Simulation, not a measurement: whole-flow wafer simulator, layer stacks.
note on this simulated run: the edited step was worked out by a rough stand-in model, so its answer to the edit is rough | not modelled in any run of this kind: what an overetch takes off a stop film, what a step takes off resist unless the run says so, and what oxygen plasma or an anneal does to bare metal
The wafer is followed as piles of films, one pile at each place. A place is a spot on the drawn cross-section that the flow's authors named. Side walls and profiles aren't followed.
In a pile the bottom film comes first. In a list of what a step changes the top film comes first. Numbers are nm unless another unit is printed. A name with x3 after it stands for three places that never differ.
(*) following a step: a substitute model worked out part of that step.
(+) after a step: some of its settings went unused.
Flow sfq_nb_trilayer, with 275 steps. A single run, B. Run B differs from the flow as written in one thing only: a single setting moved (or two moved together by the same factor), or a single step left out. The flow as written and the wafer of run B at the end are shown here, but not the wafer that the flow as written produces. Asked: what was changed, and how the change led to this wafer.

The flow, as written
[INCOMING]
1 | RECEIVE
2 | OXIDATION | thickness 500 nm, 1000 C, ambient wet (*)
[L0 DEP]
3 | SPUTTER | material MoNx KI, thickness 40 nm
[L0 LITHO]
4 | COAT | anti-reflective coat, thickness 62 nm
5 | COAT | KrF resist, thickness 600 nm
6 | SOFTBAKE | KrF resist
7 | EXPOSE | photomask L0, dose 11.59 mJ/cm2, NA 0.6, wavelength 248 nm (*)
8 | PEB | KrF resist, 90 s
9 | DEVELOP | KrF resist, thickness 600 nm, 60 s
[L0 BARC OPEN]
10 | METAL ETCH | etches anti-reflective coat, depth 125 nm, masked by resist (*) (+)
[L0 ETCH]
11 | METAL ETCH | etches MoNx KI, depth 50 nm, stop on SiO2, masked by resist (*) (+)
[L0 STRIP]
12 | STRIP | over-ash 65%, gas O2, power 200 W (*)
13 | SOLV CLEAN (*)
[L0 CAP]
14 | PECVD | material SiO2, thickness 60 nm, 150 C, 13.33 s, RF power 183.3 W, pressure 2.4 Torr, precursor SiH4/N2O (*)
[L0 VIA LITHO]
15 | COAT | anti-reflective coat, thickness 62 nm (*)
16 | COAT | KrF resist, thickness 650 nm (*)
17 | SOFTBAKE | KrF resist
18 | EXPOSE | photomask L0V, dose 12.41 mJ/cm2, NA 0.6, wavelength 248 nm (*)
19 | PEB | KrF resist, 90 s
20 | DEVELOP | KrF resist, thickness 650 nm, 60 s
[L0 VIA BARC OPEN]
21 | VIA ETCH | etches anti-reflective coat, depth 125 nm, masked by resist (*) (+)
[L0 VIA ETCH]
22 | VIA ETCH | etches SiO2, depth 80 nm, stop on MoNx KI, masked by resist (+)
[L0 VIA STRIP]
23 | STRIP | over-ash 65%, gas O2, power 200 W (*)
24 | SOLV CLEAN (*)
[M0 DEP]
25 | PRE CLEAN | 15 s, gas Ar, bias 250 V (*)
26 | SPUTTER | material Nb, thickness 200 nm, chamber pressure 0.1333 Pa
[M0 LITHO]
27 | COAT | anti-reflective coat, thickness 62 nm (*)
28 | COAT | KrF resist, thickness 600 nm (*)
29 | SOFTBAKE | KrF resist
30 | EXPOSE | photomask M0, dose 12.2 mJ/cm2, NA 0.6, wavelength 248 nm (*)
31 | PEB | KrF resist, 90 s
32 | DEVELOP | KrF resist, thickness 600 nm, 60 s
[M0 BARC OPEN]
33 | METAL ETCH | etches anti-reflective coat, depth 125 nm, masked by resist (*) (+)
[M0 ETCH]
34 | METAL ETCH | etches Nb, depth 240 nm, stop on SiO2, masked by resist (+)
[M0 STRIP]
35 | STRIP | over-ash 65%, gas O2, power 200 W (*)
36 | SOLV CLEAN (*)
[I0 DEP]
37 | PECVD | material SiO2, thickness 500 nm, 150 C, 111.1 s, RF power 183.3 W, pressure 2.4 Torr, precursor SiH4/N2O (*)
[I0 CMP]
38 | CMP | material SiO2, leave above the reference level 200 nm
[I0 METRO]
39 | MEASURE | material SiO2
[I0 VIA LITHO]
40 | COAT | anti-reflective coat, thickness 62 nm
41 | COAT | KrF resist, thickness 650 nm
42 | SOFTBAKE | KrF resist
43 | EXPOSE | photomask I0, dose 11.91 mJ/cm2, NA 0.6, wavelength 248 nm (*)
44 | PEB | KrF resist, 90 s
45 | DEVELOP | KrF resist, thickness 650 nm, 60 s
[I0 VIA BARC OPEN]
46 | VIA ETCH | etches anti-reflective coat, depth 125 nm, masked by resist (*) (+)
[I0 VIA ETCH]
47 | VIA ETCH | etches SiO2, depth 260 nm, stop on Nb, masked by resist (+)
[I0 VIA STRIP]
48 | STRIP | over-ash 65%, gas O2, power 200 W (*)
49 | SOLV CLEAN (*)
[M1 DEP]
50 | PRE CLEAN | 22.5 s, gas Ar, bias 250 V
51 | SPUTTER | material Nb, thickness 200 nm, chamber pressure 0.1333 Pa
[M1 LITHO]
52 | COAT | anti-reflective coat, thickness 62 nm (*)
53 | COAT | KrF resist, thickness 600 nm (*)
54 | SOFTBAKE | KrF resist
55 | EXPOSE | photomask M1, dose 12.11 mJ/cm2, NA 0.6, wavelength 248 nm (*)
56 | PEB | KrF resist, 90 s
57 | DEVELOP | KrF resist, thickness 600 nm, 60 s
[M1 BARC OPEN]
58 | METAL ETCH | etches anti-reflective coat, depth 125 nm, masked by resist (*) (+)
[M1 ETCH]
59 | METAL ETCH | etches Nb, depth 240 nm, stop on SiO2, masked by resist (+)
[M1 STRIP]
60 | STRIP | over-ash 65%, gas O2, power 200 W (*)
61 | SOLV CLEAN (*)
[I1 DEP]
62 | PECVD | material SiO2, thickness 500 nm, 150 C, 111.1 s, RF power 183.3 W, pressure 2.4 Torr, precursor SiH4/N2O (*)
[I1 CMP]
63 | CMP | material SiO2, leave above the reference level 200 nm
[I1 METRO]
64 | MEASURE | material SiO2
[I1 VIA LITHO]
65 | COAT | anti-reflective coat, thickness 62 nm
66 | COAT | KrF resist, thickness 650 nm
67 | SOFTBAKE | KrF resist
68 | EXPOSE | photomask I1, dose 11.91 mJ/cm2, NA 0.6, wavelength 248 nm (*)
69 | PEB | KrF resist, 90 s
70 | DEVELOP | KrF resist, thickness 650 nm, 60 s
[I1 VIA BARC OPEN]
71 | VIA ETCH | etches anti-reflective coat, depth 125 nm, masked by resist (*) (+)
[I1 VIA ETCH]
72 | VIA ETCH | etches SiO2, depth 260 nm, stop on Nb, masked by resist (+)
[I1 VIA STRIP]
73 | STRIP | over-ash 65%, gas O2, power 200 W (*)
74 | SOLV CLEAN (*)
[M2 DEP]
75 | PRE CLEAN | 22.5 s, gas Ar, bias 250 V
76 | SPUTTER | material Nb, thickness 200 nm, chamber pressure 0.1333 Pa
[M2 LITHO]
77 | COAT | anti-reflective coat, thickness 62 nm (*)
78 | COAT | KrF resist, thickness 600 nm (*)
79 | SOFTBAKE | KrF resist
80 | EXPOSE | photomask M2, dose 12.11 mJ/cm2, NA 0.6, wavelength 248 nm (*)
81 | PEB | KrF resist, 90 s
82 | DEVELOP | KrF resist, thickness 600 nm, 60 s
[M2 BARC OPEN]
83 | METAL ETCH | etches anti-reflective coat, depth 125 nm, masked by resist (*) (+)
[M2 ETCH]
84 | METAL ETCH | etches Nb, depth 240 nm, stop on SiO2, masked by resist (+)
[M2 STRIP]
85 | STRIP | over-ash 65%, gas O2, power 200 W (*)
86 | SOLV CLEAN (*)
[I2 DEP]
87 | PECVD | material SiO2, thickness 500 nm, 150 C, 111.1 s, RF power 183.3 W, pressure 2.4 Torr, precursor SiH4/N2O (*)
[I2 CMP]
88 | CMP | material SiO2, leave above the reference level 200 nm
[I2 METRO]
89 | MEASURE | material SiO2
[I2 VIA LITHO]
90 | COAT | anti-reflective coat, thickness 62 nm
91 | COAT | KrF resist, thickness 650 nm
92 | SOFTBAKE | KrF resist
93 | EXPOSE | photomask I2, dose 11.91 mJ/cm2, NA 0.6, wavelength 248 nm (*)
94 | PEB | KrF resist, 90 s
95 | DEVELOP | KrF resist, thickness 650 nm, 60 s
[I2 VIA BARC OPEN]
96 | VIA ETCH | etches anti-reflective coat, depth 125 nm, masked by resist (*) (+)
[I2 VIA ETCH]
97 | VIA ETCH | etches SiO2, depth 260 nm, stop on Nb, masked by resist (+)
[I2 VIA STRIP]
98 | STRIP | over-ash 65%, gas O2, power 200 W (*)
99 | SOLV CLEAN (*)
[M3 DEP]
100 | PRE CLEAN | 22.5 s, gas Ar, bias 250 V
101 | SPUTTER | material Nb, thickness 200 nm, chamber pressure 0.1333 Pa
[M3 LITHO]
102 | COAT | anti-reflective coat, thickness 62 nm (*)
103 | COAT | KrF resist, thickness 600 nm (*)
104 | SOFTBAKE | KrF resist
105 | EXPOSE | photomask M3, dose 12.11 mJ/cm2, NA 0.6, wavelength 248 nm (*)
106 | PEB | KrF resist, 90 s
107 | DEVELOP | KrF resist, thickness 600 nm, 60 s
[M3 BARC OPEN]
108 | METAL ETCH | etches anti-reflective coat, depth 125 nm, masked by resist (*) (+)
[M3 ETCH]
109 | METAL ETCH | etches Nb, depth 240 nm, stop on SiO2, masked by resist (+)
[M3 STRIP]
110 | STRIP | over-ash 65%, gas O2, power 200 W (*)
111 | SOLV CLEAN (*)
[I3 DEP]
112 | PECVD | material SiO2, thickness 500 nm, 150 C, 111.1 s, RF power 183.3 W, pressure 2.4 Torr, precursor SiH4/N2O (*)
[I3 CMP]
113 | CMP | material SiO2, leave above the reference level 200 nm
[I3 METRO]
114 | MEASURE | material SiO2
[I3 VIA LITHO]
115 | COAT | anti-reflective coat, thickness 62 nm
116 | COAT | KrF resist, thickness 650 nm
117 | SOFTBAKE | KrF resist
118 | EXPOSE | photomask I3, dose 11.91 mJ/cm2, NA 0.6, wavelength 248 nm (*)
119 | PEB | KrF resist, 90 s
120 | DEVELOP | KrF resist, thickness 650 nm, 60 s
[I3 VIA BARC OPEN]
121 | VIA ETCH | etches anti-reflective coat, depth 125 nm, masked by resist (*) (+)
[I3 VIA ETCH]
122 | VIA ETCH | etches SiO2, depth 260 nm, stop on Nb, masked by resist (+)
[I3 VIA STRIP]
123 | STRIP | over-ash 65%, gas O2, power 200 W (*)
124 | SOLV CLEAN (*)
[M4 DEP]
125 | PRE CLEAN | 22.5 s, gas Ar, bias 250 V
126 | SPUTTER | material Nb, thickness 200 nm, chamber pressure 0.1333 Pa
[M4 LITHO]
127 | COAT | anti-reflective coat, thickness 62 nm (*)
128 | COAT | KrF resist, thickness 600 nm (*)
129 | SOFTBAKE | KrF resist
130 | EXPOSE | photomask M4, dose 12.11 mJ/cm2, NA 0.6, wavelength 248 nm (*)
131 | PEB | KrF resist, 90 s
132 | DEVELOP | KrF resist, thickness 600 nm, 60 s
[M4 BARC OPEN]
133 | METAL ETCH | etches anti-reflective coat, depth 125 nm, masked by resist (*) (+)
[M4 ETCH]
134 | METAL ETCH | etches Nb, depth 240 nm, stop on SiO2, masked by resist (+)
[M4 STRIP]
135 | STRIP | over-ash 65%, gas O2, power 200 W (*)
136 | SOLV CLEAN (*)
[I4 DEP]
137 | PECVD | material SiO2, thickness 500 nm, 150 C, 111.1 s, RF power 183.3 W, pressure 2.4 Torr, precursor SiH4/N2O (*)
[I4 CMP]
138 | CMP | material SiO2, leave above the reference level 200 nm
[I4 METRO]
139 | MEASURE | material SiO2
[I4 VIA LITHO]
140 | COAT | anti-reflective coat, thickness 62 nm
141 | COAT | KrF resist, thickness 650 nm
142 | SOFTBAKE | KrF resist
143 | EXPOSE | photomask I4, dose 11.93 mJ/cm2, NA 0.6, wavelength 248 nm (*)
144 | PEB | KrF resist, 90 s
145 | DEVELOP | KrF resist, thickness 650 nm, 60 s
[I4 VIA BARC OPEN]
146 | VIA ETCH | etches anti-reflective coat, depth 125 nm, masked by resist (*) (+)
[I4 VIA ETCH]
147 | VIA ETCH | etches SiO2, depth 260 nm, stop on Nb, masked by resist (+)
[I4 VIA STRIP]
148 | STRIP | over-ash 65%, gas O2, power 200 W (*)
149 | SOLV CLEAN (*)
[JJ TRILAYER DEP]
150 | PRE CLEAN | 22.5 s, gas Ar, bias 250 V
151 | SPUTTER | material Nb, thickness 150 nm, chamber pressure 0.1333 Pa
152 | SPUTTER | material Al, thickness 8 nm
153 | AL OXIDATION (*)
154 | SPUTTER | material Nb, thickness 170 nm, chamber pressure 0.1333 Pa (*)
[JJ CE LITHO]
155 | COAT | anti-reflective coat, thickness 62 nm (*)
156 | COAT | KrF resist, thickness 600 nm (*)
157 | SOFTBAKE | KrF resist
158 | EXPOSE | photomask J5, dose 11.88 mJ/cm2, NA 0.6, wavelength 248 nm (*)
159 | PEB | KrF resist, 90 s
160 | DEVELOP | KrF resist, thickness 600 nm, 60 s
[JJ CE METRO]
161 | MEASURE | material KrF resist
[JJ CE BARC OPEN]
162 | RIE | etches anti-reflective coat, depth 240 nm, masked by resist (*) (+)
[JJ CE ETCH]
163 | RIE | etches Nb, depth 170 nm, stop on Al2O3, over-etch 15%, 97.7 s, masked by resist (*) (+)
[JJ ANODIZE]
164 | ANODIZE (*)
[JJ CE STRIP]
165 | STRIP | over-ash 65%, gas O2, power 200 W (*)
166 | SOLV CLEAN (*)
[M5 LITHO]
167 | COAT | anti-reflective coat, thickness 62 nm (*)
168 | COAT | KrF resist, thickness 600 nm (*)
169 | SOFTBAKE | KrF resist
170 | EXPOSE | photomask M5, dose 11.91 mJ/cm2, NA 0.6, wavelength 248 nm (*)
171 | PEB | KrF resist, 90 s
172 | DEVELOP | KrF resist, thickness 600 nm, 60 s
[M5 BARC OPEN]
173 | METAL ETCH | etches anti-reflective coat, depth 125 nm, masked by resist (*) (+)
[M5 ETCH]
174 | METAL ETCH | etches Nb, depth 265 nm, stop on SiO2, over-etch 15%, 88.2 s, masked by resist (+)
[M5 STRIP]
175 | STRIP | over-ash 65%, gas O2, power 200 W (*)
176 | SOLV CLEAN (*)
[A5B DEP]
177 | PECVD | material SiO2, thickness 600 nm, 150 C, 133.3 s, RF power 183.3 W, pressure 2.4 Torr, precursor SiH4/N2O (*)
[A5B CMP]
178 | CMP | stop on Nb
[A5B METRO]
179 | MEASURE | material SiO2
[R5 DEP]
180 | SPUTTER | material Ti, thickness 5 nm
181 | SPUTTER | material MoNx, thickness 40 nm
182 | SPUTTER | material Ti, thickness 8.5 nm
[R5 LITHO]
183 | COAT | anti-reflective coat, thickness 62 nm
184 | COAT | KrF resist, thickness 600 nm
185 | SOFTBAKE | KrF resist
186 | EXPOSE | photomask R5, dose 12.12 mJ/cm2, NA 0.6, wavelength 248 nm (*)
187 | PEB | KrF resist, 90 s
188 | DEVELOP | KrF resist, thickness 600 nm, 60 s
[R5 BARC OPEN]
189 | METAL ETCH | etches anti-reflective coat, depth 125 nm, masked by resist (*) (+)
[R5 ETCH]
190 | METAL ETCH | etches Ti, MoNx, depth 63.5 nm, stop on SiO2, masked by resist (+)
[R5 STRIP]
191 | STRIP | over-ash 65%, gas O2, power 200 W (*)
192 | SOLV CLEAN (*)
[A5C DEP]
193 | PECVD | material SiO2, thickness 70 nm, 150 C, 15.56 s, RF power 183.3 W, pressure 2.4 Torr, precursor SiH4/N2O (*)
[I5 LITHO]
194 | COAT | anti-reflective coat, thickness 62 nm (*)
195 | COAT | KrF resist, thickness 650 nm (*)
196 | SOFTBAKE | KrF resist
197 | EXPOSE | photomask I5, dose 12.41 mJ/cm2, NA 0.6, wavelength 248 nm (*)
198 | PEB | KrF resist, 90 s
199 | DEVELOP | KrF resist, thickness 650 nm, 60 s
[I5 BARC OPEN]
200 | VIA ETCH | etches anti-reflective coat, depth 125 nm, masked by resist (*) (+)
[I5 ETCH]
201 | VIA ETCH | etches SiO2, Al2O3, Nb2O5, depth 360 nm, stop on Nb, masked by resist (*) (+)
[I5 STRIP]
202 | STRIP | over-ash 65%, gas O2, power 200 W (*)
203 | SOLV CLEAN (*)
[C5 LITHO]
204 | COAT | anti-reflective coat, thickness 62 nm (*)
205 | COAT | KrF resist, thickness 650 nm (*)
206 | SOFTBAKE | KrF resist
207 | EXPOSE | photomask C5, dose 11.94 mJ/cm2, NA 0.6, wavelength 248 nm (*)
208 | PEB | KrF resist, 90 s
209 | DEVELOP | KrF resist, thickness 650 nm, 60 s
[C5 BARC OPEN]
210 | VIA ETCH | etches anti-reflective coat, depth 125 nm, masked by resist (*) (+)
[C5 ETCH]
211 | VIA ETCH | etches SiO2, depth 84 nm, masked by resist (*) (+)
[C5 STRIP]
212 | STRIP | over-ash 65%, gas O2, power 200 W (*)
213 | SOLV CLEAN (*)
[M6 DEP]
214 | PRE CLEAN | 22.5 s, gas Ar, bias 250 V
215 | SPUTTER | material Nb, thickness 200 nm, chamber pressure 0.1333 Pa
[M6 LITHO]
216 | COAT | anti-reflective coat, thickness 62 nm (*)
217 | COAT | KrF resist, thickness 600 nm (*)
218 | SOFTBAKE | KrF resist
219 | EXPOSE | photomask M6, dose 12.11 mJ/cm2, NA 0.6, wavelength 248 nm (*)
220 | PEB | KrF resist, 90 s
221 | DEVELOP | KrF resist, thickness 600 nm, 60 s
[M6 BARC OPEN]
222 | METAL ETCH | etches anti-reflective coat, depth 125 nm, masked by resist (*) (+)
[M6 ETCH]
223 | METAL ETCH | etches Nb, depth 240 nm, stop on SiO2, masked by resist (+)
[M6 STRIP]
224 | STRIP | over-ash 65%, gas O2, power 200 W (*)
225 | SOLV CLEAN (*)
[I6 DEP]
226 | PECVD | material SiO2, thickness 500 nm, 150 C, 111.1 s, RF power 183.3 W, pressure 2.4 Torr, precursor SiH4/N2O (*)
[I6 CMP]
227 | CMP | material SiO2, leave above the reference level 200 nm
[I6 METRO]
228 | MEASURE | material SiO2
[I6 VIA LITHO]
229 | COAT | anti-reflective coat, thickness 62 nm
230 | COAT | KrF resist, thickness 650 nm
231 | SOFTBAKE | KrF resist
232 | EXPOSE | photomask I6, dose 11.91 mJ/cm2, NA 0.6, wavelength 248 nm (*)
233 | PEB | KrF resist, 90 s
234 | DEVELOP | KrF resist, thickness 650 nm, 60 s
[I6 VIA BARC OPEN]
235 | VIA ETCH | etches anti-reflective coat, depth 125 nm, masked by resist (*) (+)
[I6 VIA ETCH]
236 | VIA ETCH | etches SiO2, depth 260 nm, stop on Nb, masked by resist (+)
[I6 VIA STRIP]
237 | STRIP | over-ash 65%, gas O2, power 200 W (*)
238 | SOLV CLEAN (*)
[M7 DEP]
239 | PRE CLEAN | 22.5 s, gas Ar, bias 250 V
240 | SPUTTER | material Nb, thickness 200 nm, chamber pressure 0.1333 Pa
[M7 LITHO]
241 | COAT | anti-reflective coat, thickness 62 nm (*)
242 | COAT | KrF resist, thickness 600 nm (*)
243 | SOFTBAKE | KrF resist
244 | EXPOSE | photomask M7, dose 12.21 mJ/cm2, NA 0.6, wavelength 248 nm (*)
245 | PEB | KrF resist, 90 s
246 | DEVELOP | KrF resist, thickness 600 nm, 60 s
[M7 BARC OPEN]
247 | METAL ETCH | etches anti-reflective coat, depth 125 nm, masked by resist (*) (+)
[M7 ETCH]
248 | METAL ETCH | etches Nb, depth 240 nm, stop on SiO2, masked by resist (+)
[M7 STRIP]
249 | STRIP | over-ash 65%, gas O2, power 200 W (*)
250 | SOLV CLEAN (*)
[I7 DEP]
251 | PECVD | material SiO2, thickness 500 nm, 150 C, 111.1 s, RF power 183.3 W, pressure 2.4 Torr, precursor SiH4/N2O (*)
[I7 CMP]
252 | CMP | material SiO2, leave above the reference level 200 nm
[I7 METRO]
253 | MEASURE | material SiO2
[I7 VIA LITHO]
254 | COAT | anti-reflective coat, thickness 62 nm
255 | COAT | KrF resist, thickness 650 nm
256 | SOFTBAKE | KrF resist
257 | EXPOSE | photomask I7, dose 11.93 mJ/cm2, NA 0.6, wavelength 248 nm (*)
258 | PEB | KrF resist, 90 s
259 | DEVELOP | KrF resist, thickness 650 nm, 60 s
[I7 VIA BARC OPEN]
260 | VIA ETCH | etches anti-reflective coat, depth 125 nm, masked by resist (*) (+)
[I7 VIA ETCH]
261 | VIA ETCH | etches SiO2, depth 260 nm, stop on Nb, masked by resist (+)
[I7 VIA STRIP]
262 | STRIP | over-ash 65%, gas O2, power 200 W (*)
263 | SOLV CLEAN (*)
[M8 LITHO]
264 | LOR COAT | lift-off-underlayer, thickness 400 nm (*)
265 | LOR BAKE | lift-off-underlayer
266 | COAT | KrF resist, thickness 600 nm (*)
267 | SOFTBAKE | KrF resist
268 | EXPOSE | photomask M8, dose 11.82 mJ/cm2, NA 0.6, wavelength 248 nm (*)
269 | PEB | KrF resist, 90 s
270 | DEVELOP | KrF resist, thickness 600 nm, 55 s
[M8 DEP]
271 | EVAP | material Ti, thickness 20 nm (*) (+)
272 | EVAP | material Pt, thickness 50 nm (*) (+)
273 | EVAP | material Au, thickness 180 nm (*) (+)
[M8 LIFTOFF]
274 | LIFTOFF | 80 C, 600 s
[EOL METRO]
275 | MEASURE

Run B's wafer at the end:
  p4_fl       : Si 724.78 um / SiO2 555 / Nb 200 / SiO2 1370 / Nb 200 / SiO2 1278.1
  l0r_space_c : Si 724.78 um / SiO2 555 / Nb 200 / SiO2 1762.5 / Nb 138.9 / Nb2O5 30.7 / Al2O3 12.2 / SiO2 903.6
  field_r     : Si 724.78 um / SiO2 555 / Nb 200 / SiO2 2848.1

The reason: step 154, SPUTTER: thickness 72.2 nm was run, though the flow has thickness 170 nm.

Step by step, how the change led to this:
  154 | SPUTTER | material Nb, thickness 170 nm, chamber pressure 0.1333 Pa (*)
      field_l, v_sur, via_sp and 100 more: Nb gains 72.2 (new film) (it would be, as written: Nb gains 170 (new film))
      via_wl, via_wr: Nb gains 44.1 (new film) (it would be, as written: Nb gains 140.7 (new film))
      (as well as at 1 more place)
  155 | COAT | anti-reflective coat, thickness 62 nm (*)
      via_wl, via_wr: anti-reflective coat gains 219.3 (new film) (it would be, as written: anti-reflective coat gains 209.4 (new film))
  156 | COAT | KrF resist, thickness 600 nm (*)
      via_w: KrF resist gains 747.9 (new film) (it would be, as written: KrF resist gains 763.8 (new film))
  160 | DEVELOP | KrF resist, thickness 600 nm, 60 s
      via_w: KrF resist loses 746.3 (all of it) (it would be, as written: KrF resist loses 762.1 (all of it))
  162 | RIE | etches anti-reflective coat, depth 240 nm, masked by resist (*) (+)
      ce_l, c5j, ce_r, wl_jj: KrF resist loses 219.3 (it would be, as written: KrF resist loses 209.4)
      via_wl, via_wr: anti-reflective coat loses 219.3 (all of it) (it would be, as written: anti-reflective coat loses 209.4 (all of it))
  163 | RIE | etches Nb, depth 170 nm, stop on Al2O3, over-etch 15%, 97.7 s, masked by resist (*) (+)
      field_l, v_sur, via_sp and 96 more: Nb loses 72.2 (all of it), Al2O3 loses 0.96 (all of it) (it would be, as written: Nb loses 170 (all of it), Al2O3 loses 0.51)
      via_wl, via_wr: Nb loses 44.1 (all of it), Al2O3 loses 0.96 (all of it) (it would be, as written: Nb loses 140.7 (all of it), Al2O3 loses 0.96 (all of it))
      (as well as at 1 more place)
  164 | ANODIZE (*)
      field_l, v_sur, via_sp and 96 more: Al2O3 gains 12.2 (new film), Nb2O5 gains 30.7 (new film), Al loses 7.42 (all of it), Nb loses 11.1 (it would be, as written: Al2O3 gains 12.2, Nb2O5 gains 29.9 (new film), Al loses 7.42 (all of it), Nb loses 10.8)
  165 | STRIP | over-ash 65%, gas O2, power 200 W (*)
      ce_l: KrF resist loses 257 (all of it), anti-reflective coat loses 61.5 (all of it) (it would be, as written: KrF resist loses 266.8 (all of it), anti-reflective coat loses 61.4 (all of it))
      c5j: KrF resist loses 257 (all of it), anti-reflective coat loses 61.5 (all of it) (it would be, as written: KrF resist loses 266.9 (all of it), anti-reflective coat loses 61.5 (all of it))
      (as well as at 2 more places)
  167 | COAT | anti-reflective coat, thickness 62 nm (*)
      wl_j_sl, wl_j_sr: anti-reflective coat gains 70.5 (new film) (it would be, as written: anti-reflective coat gains 83.3 (new film))
      gap: anti-reflective coat gains 61.4 (new film) (it would be, as written: anti-reflective coat gains 58.9 (new film))
      (as well as at 8 more places)
  168 | COAT | KrF resist, thickness 600 nm (*)
      ce_l: KrF resist gains 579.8 (new film) (it would be, as written: KrF resist gains 528.3 (new film))
      c5j: KrF resist gains 570.1 (new film) (it would be, as written: KrF resist gains 507.6 (new film))
      (as well as at 2 more places)
  173 | METAL ETCH | etches anti-reflective coat, depth 125 nm, masked by resist (*) (+)
      wl_a_sl: anti-reflective coat loses 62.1 (all of it) (it would be, as written: anti-reflective coat loses 59.7 (all of it), Al2O3 loses 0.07)
  174 | METAL ETCH | etches Nb, depth 265 nm, stop on SiO2, over-etch 15%, 88.2 s, masked by resist (+)
      field_l, r_sur, res and 50 more: Al2O3 loses 12.2 (all of it), Nb2O5 loses 30.7 (all of it), Nb loses 138.9 (all of it), SiO2 loses 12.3 (it would be, as written: Al2O3 loses 12.6 (all of it), Nb2O5 loses 29.9 (all of it), Nb loses 139.2 (all of it), SiO2 loses 12.3)
  175 | STRIP | over-ash 65%, gas O2, power 200 W (*)
      wl_j_sl, wl_j_sr: KrF resist loses 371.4 (all of it), anti-reflective coat loses 70.5 (all of it) (it would be, as written: KrF resist loses 378 (all of it), anti-reflective coat loses 83.3 (all of it))
      gap: KrF resist loses 372.7 (all of it), anti-reflective coat loses 61.4 (all of it) (it would be, as written: KrF resist loses 383.4 (all of it), anti-reflective coat loses 58.9 (all of it))
      (as well as at 7 more places)
  178 | CMP | stop on Nb
      v_sur, via_sp, via_v and 43 more: SiO2 loses 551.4 (it would be, as written: SiO2 loses 453.5)
      field_l, p4_fl, p4_fm and 39 more: SiO2 loses 357.1 (it would be, as written: SiO2 loses 259.3)
      (as well as at 14 more places)
  201 | VIA ETCH | etches SiO2, Al2O3, Nb2O5, depth 360 nm, stop on Nb, masked by resist (*) (+)
      be: SiO2 loses 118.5 (all of it), Al2O3 loses 12.2 (all of it), Nb2O5 loses 30.7 (all of it) (it would be, as written: SiO2 loses 216.4 (all of it), Al2O3 loses 12.7 (all of it), Nb2O5 loses 29.9 (all of it))
  204 | COAT | anti-reflective coat, thickness 62 nm (*)
      wire: anti-reflective coat gains 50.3 (new film) (it would be, as written: anti-reflective coat gains 47.4 (new film))
      be: anti-reflective coat gains 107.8 (new film) (it would be, as written: anti-reflective coat gains 122.2 (new film))
      (as well as at 1 more place)
  ... another 7 steps ...
  227 | CMP | material SiO2, leave above the reference level 200 nm
      be: SiO2 loses 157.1 (it would be, as written: SiO2 loses 182.7)
